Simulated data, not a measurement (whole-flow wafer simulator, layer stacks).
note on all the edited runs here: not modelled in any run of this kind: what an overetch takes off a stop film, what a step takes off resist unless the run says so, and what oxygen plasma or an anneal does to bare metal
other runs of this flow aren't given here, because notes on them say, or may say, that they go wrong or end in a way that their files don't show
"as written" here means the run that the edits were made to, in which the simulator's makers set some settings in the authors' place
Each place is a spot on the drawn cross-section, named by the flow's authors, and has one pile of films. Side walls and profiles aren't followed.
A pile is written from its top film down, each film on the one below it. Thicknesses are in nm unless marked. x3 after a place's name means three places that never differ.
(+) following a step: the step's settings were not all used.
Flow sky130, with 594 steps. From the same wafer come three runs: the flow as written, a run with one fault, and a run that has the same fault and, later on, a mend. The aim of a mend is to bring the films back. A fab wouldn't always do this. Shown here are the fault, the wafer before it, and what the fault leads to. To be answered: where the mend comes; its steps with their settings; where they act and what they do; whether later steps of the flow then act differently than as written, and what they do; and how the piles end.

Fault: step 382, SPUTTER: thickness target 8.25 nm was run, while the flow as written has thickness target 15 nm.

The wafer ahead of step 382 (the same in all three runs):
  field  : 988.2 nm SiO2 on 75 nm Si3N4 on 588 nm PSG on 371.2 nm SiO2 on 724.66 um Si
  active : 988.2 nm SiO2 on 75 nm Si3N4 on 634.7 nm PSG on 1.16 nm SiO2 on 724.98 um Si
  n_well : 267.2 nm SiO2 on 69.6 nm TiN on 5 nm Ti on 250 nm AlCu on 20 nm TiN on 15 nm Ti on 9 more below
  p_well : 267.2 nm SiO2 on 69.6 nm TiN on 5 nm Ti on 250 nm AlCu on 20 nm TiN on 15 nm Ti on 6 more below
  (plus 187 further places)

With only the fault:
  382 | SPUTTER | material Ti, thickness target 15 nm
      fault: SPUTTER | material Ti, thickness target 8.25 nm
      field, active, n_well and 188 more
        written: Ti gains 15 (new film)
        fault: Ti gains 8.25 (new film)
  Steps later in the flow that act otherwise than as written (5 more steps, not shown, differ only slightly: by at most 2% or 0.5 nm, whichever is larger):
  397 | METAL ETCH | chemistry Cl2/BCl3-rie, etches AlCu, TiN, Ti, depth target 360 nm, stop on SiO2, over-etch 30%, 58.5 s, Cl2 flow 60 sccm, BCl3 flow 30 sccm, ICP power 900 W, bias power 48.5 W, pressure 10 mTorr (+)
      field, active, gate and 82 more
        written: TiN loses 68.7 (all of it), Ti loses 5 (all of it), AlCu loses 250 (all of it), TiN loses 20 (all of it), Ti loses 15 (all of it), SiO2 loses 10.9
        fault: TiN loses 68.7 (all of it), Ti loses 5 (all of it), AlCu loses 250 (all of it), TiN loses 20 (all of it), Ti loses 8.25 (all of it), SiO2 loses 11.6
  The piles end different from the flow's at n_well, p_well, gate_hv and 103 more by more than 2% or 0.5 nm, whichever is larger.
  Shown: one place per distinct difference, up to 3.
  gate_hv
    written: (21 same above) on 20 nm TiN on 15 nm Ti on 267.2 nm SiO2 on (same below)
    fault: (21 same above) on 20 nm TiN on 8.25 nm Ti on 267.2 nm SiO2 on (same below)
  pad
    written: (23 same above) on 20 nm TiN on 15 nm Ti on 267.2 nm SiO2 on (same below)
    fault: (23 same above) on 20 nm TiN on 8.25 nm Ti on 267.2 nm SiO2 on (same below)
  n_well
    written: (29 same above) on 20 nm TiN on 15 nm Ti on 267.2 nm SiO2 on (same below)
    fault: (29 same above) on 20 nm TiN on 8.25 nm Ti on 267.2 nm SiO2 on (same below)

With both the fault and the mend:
  After step 382 comes the mend.
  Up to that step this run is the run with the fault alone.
  382a | SPUTTER | material Ti, thickness target 6.75 nm (the flow's step 382 again, with other settings)
      field, active, n_well and 188 more
        Ti gains 6.75
  None of the later steps of the flow acts differently than as written at any place that is followed.
  By the end, the piles equal the flow's at every place that both follow.
